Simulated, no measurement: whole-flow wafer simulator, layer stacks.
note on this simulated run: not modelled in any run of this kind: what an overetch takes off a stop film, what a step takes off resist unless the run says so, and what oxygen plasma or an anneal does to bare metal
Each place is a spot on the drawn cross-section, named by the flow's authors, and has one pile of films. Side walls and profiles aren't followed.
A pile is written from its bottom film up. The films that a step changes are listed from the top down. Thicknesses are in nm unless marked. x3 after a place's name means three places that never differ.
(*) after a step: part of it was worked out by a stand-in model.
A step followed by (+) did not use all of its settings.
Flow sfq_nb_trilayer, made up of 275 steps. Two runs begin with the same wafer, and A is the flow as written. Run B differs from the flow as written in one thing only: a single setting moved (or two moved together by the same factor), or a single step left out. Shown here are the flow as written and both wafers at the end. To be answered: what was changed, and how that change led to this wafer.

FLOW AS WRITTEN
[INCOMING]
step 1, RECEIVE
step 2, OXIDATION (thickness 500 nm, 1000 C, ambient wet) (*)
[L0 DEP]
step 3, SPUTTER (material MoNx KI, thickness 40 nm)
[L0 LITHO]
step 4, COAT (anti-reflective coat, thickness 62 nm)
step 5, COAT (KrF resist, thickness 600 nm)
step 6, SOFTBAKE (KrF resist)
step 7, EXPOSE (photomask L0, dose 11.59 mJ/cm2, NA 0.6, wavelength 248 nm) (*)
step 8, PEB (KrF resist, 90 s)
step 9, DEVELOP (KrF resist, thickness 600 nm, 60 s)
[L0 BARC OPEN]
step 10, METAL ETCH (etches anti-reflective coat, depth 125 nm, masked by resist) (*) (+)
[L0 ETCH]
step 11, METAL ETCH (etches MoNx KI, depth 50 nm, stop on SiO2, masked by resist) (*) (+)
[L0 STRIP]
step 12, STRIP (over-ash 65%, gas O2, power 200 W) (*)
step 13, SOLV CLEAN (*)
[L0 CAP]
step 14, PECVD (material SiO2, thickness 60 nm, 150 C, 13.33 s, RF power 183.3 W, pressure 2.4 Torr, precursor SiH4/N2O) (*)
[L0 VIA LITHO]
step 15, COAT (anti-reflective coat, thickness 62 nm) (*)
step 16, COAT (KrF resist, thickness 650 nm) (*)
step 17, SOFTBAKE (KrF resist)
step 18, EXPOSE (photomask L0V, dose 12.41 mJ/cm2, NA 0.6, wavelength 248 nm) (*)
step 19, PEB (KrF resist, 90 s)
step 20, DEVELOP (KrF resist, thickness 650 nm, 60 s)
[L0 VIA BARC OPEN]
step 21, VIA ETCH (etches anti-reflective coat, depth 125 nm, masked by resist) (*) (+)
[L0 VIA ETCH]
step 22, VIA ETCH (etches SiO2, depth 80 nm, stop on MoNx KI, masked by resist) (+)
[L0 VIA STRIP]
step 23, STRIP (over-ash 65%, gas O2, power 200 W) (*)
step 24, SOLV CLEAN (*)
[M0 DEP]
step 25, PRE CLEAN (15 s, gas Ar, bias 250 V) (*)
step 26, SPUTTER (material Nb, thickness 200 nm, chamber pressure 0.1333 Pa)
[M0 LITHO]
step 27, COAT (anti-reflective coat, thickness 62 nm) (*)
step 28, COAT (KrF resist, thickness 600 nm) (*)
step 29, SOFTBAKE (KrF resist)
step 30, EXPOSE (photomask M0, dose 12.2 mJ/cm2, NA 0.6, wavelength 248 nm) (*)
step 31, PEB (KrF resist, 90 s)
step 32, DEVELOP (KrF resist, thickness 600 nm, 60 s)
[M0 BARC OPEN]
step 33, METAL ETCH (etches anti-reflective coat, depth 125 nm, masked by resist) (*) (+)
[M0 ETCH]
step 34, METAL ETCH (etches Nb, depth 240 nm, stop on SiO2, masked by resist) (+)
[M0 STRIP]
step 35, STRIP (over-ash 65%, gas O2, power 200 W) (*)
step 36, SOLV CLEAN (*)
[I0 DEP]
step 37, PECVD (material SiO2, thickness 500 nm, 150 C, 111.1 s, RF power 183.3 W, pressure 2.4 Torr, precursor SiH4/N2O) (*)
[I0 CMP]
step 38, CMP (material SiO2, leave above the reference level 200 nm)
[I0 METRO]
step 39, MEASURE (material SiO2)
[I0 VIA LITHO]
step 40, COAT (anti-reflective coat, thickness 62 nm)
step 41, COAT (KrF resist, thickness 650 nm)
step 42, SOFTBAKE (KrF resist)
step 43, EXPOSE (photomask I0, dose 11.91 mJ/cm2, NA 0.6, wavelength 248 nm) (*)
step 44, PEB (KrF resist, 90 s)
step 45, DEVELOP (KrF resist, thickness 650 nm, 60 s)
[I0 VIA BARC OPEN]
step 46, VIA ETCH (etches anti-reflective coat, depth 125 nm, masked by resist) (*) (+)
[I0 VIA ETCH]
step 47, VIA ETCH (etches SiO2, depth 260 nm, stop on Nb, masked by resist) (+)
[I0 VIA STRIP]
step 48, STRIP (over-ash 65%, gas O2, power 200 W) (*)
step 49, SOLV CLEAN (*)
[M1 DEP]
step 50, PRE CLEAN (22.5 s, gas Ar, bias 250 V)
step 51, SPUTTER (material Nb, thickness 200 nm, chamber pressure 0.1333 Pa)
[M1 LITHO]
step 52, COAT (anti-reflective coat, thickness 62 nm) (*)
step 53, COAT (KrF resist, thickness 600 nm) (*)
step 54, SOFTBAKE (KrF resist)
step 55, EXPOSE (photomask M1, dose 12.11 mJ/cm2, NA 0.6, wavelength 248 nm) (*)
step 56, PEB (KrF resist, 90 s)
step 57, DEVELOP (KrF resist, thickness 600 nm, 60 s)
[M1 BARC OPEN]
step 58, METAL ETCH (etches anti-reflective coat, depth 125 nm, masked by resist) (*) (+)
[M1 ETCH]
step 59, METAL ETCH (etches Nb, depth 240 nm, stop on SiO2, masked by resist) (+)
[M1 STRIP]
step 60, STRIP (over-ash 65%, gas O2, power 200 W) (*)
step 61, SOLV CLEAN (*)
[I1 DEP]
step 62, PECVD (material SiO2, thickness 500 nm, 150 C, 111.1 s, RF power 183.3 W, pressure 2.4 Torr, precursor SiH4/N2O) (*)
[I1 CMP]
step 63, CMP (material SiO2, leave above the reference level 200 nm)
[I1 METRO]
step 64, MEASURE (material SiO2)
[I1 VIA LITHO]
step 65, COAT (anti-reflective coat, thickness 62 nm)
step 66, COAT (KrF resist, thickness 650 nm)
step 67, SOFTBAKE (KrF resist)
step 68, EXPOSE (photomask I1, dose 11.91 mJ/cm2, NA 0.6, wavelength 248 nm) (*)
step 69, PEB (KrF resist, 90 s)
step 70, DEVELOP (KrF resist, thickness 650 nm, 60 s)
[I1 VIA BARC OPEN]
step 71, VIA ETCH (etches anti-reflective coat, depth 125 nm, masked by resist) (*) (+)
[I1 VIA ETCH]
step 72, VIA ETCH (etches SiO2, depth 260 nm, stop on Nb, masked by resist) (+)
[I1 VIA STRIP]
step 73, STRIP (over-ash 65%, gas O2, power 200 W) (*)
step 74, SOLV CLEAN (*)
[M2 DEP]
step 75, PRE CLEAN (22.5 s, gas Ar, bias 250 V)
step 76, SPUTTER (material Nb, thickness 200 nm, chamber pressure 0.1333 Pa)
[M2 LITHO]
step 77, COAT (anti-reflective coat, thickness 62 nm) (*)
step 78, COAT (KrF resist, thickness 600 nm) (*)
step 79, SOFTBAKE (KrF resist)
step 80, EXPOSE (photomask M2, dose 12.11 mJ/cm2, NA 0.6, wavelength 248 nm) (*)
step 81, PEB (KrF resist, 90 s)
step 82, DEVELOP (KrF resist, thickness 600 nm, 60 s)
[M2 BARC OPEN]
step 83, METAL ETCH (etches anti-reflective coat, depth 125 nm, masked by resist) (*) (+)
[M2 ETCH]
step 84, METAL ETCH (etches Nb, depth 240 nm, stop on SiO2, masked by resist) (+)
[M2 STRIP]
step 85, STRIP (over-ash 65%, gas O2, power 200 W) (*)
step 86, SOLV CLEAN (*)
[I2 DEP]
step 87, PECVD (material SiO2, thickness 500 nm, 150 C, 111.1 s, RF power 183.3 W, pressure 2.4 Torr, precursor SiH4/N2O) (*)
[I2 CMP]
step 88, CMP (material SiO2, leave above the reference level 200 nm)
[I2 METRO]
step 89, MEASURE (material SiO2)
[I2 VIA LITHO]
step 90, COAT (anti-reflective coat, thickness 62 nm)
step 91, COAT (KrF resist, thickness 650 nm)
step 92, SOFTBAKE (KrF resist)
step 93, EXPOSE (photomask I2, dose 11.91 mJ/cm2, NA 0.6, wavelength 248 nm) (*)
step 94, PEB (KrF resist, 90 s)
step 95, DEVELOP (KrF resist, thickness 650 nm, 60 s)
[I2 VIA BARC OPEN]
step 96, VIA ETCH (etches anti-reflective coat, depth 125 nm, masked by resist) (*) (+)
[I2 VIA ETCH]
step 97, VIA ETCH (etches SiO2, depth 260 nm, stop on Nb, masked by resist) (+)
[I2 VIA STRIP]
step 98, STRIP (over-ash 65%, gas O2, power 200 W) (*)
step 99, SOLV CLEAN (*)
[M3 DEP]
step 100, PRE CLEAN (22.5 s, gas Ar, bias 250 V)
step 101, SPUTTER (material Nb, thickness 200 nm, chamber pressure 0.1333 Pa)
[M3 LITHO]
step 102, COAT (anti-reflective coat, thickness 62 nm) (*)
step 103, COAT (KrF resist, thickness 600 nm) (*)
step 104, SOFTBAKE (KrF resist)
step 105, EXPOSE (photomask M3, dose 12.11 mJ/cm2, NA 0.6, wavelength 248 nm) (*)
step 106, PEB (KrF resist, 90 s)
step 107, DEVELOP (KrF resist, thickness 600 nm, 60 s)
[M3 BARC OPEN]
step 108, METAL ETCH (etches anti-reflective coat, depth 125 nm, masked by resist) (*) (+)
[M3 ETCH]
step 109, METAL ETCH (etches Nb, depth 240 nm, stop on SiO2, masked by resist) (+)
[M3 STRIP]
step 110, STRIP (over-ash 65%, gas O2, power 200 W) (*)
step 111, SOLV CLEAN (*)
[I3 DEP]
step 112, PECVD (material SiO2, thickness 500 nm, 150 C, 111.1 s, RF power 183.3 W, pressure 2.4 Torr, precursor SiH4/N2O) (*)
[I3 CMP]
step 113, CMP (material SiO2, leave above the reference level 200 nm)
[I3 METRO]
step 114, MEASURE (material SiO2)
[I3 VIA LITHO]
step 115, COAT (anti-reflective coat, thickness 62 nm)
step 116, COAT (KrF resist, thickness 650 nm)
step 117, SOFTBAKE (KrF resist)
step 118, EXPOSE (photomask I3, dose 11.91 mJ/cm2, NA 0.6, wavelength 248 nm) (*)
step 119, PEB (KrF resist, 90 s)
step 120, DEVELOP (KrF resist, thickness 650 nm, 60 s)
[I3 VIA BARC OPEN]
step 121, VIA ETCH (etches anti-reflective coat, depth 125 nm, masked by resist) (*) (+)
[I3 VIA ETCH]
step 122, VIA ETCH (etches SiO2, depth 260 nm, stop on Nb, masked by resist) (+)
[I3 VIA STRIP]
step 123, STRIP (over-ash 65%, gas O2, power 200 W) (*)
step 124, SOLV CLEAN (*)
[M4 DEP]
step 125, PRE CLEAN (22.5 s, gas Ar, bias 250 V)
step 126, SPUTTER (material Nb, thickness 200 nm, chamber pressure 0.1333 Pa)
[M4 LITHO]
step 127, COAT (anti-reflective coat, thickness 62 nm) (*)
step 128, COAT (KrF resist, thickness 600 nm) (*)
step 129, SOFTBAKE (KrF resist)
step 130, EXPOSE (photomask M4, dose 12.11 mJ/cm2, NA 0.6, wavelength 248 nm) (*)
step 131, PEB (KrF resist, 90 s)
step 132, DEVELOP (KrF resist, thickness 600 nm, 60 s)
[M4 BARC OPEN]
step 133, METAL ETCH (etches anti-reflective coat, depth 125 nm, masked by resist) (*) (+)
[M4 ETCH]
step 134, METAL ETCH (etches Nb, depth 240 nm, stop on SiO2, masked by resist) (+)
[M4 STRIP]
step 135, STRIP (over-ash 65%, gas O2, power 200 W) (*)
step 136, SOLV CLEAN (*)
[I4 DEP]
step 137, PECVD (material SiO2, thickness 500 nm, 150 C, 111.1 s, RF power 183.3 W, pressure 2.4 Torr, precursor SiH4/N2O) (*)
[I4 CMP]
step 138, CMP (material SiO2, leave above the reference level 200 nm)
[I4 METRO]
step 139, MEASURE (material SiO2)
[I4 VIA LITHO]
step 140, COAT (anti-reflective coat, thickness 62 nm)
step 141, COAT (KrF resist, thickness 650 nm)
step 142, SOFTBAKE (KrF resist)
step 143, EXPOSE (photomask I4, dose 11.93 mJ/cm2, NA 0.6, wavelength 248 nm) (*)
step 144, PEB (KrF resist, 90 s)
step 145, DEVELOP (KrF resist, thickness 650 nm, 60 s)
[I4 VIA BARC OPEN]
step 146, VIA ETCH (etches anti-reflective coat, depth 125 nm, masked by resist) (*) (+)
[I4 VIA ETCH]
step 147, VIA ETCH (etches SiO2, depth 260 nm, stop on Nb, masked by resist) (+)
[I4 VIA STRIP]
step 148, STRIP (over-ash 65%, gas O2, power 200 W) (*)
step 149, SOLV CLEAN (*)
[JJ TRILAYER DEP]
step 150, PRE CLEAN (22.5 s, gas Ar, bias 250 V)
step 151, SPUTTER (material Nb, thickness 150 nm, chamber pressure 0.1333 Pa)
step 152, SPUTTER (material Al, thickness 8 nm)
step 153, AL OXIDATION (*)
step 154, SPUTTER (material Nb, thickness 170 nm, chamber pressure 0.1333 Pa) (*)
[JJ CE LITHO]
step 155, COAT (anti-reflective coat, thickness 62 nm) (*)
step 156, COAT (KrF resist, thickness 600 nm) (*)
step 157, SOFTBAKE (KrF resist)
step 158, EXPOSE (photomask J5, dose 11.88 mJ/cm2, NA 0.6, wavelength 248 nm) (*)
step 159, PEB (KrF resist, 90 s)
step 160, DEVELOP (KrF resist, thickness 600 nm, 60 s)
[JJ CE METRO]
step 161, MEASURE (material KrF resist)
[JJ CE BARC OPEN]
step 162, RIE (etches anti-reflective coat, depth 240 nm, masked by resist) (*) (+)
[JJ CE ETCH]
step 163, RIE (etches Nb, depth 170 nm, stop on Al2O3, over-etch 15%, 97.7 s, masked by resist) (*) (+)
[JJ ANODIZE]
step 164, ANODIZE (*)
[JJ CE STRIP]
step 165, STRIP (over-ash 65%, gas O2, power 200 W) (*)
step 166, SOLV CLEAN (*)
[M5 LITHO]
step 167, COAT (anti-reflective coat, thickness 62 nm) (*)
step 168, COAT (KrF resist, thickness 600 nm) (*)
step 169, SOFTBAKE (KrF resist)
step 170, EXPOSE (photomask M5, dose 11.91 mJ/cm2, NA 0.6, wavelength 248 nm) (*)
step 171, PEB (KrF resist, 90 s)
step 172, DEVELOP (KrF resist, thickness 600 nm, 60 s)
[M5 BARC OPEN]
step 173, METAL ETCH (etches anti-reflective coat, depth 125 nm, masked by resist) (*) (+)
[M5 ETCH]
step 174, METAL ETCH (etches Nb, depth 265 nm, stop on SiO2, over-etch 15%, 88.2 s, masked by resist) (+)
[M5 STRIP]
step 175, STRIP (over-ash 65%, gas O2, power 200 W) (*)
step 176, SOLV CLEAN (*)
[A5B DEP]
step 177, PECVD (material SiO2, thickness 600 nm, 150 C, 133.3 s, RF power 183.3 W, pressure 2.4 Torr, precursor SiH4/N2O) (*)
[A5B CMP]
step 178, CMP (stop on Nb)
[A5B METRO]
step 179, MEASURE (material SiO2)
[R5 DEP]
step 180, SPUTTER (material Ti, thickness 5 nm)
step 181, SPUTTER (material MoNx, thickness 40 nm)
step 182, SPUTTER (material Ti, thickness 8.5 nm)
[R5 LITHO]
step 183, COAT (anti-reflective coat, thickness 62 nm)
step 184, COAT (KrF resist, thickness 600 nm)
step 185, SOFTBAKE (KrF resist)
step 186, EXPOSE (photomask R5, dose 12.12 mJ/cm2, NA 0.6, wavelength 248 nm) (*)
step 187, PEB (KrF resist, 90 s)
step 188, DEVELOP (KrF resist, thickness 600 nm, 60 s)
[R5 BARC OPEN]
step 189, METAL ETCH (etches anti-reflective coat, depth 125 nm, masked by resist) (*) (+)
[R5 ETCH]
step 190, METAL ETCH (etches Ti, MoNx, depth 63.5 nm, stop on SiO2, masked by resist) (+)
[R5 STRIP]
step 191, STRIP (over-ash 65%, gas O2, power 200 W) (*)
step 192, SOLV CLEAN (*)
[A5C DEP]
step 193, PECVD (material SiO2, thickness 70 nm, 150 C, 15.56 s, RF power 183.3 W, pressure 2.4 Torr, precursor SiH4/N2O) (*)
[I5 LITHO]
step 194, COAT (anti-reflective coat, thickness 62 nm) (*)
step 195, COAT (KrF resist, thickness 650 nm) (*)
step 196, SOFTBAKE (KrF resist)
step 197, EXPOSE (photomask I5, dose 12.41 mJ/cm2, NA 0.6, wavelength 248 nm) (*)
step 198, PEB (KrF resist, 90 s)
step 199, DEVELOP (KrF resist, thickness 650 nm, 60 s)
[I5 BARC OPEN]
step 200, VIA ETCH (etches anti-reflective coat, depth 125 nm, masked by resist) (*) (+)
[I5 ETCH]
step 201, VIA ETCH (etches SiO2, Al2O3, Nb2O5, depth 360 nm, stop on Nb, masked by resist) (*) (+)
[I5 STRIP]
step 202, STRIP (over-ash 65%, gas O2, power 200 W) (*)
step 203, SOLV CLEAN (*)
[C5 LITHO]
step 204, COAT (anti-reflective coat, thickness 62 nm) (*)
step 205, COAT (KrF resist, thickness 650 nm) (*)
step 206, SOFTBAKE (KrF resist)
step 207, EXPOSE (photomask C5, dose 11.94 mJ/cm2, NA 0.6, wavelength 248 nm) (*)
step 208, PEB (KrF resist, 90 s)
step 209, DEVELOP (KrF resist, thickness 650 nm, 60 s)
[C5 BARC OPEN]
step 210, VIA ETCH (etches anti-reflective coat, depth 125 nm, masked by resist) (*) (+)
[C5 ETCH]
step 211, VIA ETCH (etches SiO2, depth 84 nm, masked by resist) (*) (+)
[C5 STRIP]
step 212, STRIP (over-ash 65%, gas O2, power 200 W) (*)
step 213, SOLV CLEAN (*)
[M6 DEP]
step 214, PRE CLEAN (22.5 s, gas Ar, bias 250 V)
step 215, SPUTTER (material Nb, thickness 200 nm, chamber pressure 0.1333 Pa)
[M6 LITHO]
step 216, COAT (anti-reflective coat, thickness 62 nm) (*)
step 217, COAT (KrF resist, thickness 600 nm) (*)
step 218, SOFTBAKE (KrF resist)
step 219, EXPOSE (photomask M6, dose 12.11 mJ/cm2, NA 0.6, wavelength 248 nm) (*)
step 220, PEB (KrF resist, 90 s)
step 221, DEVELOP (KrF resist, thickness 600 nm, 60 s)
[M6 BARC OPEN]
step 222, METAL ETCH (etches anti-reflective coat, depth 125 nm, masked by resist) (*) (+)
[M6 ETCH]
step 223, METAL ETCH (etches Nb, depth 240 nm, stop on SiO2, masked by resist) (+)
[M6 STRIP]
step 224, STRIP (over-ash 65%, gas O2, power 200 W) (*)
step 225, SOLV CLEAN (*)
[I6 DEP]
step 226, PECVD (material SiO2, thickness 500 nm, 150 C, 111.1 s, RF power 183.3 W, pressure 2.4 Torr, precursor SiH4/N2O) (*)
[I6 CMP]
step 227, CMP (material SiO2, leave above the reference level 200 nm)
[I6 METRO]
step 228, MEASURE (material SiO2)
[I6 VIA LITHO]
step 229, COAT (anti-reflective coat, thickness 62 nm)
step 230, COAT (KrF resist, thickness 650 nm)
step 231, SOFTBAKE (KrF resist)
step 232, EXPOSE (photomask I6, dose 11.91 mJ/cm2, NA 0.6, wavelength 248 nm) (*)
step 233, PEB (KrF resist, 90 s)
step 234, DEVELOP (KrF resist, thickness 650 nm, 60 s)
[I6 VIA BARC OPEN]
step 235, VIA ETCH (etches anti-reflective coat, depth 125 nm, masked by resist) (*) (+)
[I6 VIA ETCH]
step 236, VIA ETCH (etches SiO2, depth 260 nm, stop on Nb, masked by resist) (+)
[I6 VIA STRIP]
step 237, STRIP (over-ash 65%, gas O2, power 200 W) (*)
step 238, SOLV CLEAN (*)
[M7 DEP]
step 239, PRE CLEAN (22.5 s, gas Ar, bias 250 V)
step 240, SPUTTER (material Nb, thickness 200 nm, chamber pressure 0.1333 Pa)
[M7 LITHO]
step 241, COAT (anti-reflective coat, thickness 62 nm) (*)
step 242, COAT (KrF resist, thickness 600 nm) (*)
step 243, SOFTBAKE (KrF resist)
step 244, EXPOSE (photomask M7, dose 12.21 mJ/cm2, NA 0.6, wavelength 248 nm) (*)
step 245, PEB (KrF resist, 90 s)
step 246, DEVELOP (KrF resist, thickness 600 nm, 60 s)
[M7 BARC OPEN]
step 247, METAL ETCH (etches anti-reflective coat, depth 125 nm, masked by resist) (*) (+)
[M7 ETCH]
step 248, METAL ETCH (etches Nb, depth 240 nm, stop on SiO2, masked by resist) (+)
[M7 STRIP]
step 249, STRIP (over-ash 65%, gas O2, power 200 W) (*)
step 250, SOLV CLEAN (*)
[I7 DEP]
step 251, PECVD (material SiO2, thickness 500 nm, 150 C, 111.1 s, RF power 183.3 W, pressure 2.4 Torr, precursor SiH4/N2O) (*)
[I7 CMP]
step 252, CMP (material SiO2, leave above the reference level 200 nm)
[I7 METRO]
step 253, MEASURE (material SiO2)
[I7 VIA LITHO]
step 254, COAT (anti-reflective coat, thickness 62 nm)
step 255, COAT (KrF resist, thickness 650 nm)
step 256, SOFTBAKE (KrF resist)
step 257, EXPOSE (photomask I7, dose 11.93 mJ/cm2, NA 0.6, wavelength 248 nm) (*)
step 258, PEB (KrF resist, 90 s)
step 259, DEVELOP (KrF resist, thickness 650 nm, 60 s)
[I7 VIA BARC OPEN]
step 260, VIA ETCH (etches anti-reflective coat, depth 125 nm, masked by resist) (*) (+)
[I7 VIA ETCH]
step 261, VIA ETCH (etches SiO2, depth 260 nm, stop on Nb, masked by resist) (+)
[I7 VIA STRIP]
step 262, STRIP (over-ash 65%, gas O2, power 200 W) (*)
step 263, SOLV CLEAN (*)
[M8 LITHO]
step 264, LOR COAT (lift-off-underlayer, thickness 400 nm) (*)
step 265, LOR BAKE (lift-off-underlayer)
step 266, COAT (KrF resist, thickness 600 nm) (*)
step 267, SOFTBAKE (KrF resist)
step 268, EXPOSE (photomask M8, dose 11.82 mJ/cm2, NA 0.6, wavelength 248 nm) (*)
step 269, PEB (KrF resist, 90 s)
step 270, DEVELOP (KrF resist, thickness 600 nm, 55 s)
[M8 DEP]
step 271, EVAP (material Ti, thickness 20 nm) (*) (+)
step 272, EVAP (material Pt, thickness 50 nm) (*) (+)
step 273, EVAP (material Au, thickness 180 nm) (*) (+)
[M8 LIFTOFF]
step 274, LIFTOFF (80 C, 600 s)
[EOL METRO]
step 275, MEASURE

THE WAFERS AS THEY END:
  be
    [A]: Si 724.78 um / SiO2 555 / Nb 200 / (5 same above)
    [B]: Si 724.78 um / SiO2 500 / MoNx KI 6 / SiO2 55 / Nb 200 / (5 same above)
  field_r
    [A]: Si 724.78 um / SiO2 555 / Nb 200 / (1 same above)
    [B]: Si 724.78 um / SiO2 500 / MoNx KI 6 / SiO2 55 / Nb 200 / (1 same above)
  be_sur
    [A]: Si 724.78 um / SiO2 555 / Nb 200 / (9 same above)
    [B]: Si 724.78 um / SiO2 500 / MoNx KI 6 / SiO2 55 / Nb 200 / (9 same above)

What caused this: step 3, SPUTTER: thickness 56 nm was run, though the flow has thickness 40 nm.

How this came from the change, step by step:
  step 3, SPUTTER (material MoNx KI, thickness 40 nm)
      field_l, v_sur, via_wl and 103 more: A +40 MoNx KI (new film) | B +56 MoNx KI (new film)
  step 11, METAL ETCH (etches MoNx KI, depth 50 nm, stop on SiO2, masked by resist) (*) (+)
      v_sur, via_wl, via_w and 97 more: A -40 MoNx KI (all of it) | B -50 MoNx KI
  step 14, PECVD (material SiO2, thickness 60 nm, 150 C, 13.33 s, RF power 183.3 W, pressure 2.4 Torr, precursor SiH4/N2O) (*)
      v_sur, via_wl, via_w and 97 more: A +60 SiO2 | B +60 SiO2 (new film)
  step 15, COAT (anti-reflective coat, thickness 62 nm) (*)
      field_l: A +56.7 anti-reflective coat (new film) | B +55.5 anti-reflective coat (new film)
      v_sur: A +72.2 anti-reflective coat (new film) | B +74.9 anti-reflective coat (new film)
      (also at 2 further places)
  step 23, STRIP (over-ash 65%, gas O2, power 200 W) (*)
      field_l: A -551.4 KrF resist (all of it), -56.7 anti-reflective coat (all of it) | B -549.3 KrF resist (all of it), -55.5 anti-reflective coat (all of it)
      v_sur: A -570.5 KrF resist (all of it), -72.2 anti-reflective coat (all of it) | B -573.1 KrF resist (all of it), -74.9 anti-reflective coat (all of it)
      (also at 2 further places)
  step 27, COAT (anti-reflective coat, thickness 62 nm) (*)
      v_sur: A +72.3 anti-reflective coat (new film) | B +75.1 anti-reflective coat (new film)
      l0_sur: A +47.5 anti-reflective coat (new film) | B +46.5 anti-reflective coat (new film)
      (also at 1 further place)
  step 35, STRIP (over-ash 65%, gas O2, power 200 W) (*)
      v_sur: A -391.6 KrF resist (all of it), -72.3 anti-reflective coat (all of it) | B -393.9 KrF resist (all of it), -75.1 anti-reflective coat (all of it)
      l0_sur: A -372 KrF resist (all of it), -47.5 anti-reflective coat (all of it) | B -369.2 KrF resist (all of it), -46.5 anti-reflective coat (all of it)
      (also at 1 further place)
  step 38, CMP (material SiO2, leave above the reference level 200 nm)
      field_l, l0_sur, l0r_line_l, l0r_line_c, l0r_line_r: A -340 SiO2 | B -350 SiO2
      l0v: A -277.8 SiO2 | B -287.8 SiO2
With metal films that touch counted as one body, be has 4 bodies (between them, from the top down: SiO2 503.2; SiO2 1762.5; SiO2 55); the flow as written gives 3 bodies (between them, from the top down: SiO2 503.2; SiO2 1762.5).
With metal films that touch counted as one body, field_r has 2 bodies (between them, from the top down: SiO2 55); the flow as written gives 1 body.
With metal films that touch counted as one body, be_sur has 5 bodies (between them, from the top down: SiO2 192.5; SiO2 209 / Al2O3 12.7 / Nb2O5 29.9; SiO2 1762.5; SiO2 55); the flow as written gives 4 bodies (between them, from the top down: SiO2 192.5; SiO2 209 / Al2O3 12.7 / Nb2O5 29.9; SiO2 1762.5).
